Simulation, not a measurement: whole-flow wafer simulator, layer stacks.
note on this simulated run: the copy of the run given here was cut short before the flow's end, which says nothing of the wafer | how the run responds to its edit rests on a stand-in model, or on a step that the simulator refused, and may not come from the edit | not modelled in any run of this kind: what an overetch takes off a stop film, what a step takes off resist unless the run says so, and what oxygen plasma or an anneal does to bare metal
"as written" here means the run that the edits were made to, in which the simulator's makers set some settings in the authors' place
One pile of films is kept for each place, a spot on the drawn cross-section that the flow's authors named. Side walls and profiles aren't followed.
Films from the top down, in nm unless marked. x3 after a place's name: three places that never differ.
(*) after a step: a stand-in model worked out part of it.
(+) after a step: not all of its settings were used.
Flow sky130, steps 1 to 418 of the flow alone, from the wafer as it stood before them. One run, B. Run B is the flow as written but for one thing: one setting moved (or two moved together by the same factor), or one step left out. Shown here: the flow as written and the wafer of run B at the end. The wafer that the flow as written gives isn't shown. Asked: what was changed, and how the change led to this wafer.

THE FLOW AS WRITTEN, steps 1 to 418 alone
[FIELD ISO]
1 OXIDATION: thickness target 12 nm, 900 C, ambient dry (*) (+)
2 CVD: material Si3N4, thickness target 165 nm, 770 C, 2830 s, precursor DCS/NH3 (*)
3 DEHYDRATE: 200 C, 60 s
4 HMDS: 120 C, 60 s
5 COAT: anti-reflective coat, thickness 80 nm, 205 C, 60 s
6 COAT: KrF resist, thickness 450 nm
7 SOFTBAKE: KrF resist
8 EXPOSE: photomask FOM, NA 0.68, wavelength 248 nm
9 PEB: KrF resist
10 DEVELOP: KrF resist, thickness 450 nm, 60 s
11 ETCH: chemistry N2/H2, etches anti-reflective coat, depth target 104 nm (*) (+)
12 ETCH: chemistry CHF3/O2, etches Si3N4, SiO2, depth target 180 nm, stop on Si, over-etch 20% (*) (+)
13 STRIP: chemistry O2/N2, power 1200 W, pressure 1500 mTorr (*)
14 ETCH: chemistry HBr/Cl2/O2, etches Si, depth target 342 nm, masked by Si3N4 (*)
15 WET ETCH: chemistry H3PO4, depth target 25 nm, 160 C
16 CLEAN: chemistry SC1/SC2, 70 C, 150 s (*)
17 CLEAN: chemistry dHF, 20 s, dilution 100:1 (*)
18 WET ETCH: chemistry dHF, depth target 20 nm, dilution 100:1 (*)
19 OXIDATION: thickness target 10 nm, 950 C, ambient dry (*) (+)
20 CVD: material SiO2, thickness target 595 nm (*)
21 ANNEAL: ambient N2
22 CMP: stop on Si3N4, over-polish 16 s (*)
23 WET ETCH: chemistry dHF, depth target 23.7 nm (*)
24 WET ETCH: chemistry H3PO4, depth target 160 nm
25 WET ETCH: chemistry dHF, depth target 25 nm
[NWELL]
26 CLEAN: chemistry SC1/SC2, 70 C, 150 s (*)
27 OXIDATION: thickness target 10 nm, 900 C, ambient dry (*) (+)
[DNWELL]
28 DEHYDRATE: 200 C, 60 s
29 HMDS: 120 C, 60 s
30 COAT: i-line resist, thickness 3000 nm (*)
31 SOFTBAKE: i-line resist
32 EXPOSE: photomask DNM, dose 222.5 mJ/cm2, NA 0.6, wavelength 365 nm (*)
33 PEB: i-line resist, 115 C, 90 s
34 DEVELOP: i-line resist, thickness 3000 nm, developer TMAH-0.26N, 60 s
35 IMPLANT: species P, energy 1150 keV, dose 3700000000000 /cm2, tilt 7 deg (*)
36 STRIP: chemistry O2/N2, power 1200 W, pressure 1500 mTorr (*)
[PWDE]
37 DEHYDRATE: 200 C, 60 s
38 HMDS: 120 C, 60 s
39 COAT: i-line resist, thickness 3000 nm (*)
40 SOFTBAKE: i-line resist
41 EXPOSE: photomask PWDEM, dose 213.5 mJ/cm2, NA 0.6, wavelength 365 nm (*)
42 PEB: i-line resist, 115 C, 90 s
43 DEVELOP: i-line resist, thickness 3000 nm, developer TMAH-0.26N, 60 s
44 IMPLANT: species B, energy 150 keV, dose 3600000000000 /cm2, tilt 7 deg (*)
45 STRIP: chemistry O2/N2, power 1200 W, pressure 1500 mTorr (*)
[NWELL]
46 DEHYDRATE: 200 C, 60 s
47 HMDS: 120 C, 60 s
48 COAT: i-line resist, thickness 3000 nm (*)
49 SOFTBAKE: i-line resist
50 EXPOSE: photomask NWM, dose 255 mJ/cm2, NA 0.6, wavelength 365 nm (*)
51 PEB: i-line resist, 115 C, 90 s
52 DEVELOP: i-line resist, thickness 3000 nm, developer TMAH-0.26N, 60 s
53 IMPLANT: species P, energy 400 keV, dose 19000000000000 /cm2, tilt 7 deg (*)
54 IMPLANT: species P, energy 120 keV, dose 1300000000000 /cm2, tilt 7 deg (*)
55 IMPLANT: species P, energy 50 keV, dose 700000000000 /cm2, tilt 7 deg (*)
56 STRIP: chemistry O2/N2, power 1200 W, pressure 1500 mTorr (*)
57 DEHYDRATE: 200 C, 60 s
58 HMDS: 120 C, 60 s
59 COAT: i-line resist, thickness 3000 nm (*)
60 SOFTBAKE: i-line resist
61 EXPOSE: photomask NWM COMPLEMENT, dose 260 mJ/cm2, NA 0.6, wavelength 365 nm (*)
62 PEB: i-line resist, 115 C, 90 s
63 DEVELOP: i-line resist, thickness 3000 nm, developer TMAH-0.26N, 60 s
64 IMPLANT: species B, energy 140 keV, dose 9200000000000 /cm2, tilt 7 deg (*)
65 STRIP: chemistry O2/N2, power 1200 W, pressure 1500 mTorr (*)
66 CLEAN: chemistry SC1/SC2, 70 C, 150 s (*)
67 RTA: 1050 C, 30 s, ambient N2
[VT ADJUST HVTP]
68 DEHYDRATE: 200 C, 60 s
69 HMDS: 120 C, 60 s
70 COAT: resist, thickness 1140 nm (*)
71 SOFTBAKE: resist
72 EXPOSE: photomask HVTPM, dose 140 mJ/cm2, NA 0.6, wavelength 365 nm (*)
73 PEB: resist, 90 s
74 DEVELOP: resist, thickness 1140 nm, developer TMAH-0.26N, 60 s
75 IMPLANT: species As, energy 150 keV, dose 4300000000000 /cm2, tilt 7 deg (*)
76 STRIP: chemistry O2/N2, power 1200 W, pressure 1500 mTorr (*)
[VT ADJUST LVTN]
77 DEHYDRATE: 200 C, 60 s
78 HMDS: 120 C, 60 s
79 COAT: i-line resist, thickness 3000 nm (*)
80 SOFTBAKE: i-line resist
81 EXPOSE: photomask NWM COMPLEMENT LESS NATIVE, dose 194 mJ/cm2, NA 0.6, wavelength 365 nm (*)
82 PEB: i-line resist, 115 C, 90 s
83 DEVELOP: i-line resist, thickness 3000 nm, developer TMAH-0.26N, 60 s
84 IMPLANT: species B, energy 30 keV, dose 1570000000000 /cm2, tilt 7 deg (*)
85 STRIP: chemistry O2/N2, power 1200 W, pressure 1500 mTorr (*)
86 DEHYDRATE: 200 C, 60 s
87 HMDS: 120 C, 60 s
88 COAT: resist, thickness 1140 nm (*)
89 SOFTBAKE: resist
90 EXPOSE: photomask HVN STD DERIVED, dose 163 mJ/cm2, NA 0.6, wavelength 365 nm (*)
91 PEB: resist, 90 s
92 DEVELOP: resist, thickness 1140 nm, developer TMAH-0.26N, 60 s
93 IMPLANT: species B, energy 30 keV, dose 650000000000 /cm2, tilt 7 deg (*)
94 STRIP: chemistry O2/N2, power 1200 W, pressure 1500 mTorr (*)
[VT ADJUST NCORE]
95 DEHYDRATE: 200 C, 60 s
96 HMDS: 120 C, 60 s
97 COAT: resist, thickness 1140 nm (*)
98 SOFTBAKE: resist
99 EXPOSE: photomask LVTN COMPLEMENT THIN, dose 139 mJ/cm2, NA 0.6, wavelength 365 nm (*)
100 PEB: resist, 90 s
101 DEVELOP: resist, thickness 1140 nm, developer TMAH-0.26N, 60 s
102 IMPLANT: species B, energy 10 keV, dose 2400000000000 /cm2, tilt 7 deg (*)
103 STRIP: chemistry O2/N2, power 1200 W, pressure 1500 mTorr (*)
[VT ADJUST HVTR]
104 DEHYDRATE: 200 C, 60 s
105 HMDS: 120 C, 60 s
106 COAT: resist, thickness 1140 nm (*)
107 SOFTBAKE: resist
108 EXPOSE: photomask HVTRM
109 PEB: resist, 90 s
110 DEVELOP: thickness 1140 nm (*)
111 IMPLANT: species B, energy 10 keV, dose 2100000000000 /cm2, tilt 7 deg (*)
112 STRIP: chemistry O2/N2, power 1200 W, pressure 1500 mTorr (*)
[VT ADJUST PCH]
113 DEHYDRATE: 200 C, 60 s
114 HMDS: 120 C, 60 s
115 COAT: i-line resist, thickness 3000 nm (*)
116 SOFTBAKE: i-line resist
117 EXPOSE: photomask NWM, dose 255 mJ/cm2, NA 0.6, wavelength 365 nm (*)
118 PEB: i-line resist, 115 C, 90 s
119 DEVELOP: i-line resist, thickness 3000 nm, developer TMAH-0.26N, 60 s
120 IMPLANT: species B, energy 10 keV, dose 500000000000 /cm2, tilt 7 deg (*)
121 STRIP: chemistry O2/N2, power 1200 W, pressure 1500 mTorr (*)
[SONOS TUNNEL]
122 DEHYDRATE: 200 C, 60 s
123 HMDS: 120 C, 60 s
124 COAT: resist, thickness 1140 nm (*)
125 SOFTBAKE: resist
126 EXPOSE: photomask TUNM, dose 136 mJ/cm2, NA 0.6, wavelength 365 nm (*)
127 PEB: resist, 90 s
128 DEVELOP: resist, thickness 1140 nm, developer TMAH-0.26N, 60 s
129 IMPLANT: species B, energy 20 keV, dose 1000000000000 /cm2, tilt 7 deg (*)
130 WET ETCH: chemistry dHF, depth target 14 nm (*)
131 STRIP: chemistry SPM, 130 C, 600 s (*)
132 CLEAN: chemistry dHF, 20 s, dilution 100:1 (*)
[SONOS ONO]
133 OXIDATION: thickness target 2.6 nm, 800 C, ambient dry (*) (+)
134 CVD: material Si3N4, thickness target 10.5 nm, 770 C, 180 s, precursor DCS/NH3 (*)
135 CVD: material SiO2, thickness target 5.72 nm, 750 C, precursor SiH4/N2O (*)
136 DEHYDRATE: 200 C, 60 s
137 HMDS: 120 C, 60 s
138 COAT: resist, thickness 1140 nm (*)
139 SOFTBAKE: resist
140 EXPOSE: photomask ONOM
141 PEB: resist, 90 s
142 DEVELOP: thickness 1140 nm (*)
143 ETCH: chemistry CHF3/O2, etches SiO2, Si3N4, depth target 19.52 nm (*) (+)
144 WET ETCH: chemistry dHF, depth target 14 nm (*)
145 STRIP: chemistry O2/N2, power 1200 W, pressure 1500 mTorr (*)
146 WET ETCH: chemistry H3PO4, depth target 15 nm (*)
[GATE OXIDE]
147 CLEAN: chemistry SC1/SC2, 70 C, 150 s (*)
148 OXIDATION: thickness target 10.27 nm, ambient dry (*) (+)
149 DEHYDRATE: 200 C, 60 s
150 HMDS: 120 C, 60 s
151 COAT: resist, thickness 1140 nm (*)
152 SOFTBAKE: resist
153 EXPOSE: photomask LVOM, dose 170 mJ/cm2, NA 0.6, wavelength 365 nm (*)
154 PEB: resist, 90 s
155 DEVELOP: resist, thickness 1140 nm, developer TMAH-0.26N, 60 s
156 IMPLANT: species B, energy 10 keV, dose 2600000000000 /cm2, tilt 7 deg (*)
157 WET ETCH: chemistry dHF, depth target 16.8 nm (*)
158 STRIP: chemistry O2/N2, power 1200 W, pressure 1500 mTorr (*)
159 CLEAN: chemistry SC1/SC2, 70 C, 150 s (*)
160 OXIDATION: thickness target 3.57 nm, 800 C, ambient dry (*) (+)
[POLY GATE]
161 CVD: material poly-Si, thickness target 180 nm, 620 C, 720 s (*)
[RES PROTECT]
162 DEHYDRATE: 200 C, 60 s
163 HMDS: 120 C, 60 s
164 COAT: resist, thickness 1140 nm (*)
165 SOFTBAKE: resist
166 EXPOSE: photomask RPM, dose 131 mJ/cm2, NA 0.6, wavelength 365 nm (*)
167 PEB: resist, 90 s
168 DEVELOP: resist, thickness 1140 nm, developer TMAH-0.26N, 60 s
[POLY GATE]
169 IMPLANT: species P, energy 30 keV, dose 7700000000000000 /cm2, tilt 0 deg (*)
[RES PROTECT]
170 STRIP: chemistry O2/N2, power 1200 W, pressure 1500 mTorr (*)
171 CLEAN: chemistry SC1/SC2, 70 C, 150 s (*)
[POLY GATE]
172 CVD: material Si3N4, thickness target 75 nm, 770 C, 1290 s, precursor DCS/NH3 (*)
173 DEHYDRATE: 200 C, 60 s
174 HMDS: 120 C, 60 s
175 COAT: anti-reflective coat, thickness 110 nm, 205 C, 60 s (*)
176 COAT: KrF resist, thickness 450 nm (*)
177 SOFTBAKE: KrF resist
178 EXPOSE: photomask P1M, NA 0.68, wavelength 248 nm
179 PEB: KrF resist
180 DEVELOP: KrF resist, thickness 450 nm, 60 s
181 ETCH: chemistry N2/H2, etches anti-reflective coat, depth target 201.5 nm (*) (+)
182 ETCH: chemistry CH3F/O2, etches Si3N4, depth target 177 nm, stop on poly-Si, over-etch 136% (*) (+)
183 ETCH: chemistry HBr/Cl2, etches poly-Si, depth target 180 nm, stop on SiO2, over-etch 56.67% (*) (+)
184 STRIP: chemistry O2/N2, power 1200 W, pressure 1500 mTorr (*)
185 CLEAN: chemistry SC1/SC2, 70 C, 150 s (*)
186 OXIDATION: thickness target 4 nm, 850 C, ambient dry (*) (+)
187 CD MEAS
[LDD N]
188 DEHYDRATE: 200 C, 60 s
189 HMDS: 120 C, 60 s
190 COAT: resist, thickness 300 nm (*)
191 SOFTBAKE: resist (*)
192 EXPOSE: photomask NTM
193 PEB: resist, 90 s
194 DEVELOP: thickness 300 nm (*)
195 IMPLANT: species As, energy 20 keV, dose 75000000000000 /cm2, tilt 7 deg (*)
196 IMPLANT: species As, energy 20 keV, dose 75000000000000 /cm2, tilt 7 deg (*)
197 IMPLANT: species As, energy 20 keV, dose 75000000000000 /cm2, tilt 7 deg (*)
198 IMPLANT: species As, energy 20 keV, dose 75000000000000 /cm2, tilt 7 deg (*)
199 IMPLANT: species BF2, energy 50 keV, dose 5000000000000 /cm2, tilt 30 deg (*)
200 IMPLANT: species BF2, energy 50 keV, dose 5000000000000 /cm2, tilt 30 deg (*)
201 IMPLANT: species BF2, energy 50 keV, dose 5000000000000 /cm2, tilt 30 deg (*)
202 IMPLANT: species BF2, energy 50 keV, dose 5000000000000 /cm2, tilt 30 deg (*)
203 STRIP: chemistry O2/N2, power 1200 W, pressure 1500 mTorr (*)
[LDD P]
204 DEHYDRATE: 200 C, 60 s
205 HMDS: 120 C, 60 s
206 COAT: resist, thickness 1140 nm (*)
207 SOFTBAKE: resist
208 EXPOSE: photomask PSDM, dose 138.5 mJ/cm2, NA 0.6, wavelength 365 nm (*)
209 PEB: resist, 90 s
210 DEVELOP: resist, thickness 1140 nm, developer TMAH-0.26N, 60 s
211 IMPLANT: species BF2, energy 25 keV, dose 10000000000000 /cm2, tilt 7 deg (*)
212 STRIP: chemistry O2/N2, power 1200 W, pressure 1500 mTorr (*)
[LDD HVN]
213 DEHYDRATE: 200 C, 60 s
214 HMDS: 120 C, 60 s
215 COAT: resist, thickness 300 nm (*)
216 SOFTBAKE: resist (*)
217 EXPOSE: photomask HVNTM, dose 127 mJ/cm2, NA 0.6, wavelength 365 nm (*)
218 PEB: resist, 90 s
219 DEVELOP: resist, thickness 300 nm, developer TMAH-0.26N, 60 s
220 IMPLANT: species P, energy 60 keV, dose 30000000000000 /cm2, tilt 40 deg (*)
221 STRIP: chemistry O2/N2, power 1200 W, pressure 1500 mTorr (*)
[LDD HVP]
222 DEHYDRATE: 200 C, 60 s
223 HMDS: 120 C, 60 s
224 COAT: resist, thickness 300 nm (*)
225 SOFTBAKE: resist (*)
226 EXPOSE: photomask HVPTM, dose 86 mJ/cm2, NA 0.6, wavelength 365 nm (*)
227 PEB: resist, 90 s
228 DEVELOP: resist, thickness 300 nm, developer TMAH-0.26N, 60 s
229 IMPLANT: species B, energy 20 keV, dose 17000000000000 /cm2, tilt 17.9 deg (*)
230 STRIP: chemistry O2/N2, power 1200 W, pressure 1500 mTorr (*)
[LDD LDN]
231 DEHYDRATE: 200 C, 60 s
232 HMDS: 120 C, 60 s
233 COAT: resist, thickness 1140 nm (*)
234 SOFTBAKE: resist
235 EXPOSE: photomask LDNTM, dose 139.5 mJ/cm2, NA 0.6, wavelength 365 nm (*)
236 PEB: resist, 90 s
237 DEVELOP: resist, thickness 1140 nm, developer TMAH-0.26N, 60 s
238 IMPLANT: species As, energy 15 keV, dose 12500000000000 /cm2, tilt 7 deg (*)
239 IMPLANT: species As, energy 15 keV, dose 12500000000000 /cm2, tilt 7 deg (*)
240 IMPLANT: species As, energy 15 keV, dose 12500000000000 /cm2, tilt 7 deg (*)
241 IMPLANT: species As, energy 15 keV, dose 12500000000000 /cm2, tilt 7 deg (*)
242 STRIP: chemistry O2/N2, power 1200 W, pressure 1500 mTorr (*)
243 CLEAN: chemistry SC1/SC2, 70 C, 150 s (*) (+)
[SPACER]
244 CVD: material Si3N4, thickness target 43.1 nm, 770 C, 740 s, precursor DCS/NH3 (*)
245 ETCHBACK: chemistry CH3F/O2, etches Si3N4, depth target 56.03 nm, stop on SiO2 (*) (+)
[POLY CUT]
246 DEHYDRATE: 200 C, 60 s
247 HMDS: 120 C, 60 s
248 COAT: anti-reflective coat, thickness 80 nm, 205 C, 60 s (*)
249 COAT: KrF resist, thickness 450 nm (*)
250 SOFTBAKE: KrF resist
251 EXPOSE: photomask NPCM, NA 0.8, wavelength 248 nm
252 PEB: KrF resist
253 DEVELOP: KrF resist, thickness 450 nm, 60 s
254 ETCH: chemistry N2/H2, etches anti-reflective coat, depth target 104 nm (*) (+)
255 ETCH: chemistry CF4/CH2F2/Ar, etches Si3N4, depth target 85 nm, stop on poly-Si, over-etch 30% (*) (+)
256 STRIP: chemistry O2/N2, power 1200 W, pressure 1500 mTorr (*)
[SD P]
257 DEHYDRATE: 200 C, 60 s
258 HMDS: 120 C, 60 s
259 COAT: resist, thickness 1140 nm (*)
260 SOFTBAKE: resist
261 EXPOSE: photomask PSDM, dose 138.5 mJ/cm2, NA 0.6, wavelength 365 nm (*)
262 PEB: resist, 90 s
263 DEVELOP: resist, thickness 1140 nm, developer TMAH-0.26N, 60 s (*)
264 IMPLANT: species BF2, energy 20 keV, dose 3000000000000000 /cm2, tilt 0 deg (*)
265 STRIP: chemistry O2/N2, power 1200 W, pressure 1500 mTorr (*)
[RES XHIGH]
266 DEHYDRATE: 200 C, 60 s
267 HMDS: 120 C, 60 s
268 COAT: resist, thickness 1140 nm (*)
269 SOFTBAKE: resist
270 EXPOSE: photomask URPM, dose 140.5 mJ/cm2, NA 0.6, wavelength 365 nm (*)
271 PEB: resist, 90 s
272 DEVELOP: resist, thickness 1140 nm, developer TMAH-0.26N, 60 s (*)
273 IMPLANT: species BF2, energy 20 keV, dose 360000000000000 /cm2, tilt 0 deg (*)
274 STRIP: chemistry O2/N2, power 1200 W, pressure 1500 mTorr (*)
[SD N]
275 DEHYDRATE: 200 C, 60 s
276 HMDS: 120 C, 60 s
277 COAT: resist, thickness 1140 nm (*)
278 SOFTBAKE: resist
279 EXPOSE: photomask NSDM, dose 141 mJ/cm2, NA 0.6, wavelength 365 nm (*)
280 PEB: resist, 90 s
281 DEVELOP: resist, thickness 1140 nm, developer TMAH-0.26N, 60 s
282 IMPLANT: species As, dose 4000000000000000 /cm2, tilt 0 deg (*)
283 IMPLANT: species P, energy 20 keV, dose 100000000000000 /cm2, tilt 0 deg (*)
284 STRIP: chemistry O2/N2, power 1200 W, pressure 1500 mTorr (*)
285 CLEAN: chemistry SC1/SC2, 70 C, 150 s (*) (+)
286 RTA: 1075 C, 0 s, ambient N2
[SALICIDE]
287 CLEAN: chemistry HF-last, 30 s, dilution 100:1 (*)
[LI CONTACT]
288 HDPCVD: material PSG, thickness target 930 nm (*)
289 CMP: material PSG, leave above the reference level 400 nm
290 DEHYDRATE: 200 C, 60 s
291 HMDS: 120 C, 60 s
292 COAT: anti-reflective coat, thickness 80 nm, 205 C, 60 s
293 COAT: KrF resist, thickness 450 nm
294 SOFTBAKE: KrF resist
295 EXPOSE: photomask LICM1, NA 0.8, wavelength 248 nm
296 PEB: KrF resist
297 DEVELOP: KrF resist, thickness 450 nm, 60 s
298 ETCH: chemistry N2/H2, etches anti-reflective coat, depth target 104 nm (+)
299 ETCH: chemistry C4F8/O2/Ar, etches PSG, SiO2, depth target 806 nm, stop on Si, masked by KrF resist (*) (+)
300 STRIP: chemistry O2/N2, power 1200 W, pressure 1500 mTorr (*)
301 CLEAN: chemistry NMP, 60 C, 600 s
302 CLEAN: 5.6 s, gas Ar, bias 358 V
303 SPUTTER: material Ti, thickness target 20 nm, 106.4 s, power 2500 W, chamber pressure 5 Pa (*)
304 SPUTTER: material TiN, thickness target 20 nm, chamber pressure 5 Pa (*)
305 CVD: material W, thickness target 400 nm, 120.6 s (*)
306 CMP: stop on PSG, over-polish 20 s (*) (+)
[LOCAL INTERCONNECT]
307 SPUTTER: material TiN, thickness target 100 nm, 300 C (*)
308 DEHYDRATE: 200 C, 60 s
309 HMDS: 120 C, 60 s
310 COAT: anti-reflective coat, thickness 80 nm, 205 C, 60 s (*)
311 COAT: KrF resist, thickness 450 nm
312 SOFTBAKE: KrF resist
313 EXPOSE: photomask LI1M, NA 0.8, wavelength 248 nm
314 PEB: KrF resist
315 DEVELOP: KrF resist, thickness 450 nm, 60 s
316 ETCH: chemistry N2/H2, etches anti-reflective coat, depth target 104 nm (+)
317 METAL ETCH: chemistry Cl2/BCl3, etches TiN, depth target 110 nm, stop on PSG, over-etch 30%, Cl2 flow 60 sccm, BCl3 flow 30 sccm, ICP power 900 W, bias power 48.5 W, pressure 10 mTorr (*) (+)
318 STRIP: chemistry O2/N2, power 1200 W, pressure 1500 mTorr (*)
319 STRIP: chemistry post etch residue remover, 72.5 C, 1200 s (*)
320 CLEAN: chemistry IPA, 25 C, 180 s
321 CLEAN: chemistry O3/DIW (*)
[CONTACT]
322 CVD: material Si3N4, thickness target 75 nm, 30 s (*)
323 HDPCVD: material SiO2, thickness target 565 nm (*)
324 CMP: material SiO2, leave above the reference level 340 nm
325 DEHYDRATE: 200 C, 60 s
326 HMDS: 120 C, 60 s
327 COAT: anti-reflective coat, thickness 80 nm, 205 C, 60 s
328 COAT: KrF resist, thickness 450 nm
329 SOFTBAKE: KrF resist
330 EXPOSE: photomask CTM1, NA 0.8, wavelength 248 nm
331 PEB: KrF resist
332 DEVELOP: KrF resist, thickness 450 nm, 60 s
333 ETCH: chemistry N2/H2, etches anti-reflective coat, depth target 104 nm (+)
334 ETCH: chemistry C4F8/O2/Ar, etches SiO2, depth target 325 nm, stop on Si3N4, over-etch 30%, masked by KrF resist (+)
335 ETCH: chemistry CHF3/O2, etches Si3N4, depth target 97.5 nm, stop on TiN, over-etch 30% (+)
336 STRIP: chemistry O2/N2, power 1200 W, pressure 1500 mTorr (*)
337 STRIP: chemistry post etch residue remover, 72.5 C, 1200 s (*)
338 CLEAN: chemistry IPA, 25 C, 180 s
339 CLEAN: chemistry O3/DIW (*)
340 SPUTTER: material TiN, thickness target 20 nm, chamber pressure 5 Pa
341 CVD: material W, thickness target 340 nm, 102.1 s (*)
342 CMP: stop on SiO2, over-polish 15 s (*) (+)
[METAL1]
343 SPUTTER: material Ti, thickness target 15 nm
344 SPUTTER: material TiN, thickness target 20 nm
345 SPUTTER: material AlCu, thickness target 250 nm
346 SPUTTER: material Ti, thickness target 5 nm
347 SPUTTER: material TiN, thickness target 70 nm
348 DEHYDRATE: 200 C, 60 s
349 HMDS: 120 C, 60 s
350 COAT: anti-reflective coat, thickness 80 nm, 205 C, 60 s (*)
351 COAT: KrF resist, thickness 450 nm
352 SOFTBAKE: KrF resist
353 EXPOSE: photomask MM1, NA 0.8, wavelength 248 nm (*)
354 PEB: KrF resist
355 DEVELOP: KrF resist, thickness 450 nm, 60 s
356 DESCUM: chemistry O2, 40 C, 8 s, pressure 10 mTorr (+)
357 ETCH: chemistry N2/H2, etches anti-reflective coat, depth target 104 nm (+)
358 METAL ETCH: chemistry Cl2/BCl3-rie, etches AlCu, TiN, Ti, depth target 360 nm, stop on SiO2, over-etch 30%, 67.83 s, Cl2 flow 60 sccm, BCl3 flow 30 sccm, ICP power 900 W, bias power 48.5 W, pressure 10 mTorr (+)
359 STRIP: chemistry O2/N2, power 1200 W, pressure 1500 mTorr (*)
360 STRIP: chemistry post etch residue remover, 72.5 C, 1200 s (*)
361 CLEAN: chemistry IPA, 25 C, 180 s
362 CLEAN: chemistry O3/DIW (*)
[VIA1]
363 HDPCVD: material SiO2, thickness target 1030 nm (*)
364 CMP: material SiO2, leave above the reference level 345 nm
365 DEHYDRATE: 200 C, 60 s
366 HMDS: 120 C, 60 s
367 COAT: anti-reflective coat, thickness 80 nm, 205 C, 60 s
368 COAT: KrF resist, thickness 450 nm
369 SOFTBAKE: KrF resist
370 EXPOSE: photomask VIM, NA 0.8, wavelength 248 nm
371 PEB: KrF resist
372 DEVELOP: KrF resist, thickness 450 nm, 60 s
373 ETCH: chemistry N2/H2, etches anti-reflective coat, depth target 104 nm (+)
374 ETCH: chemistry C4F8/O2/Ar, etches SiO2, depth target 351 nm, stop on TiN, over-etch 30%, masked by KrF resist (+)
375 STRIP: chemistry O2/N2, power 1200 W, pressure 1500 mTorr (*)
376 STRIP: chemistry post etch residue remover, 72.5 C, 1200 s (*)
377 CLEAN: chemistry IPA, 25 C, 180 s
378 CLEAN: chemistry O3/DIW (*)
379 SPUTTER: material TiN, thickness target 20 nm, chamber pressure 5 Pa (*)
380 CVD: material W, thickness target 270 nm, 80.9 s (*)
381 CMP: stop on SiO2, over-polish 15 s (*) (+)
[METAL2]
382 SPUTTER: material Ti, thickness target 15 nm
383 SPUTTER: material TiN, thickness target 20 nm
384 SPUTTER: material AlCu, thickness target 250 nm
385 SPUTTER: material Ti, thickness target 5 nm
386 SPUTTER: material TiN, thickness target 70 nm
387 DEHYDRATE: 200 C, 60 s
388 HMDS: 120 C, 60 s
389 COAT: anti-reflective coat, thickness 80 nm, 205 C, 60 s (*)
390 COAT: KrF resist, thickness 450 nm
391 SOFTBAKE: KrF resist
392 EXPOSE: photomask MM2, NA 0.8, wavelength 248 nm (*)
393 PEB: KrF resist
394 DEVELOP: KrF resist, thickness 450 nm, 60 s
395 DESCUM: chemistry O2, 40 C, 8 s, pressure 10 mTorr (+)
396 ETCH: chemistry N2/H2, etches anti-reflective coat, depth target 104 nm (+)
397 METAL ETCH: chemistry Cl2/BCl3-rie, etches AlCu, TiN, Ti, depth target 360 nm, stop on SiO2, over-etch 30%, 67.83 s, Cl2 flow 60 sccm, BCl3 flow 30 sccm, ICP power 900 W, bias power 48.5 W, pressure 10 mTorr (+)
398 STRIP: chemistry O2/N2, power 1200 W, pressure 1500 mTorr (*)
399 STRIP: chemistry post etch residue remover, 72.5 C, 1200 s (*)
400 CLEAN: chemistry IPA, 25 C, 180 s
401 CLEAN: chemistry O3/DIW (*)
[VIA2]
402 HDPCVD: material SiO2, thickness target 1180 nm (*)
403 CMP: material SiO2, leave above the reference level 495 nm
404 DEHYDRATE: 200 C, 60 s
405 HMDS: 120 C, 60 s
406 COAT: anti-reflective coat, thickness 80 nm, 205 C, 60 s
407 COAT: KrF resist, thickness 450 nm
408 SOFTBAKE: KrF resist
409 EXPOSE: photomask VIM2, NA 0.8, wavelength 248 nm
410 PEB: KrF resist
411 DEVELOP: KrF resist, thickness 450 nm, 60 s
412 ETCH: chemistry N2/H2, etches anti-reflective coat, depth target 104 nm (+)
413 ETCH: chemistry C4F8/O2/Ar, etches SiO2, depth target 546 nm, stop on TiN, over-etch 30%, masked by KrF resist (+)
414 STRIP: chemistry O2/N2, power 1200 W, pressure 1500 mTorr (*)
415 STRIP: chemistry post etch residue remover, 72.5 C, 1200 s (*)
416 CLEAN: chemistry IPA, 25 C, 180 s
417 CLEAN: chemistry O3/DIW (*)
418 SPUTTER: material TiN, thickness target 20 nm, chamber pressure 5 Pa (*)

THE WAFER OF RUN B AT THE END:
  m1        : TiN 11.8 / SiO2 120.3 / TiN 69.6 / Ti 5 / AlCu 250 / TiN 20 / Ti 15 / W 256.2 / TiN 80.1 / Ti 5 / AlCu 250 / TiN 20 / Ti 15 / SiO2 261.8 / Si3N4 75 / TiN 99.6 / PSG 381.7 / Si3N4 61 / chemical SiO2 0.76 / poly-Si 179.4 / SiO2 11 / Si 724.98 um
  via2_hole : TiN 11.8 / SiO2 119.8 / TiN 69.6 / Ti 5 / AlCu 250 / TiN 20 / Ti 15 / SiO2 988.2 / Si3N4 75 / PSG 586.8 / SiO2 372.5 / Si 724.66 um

The cause: step 413, ETCH: depth target 300 nm was run, where the flow has depth target 546 nm.

How the change led to this, step by step:
  413 ETCH: chemistry C4F8/O2/Ar, etches SiO2, depth target 546 nm, stop on TiN, over-etch 30%, masked by KrF resist (+)
      m1: SiO2 -300 (as written it would be: SiO2 -420.3 (all of it))
      via2_hole: SiO2 -300 (as written it would be: SiO2 -419.8 (all of it))
      (and at 189 more places)
  414 STRIP: chemistry O2/N2, power 1200 W, pressure 1500 mTorr (*)
      field, active, n_well and 186 more: KrF resist -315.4 (all of it), anti-reflective coat -80 (all of it) (as written it would be: KrF resist -266.2 (all of it), anti-reflective coat -80 (all of it))
  418 SPUTTER: material TiN, thickness target 20 nm, chamber pressure 5 Pa (*)
      m1, via2_hole: TiN +11.8 (new film) (as written it would be: TiN +10.2)
Counting metal films that touch as one body, m1 has 3 bodies (between them, from the top down: SiO2 120.3; SiO2 261.8 / Si3N4 75); the flow as written gives 2 bodies (between them, from the top down: SiO2 261.8 / Si3N4 75).
Counting metal films that touch as one body, via2_hole has 2 bodies (between them, from the top down: SiO2 119.8); the flow as written gives 1 body.
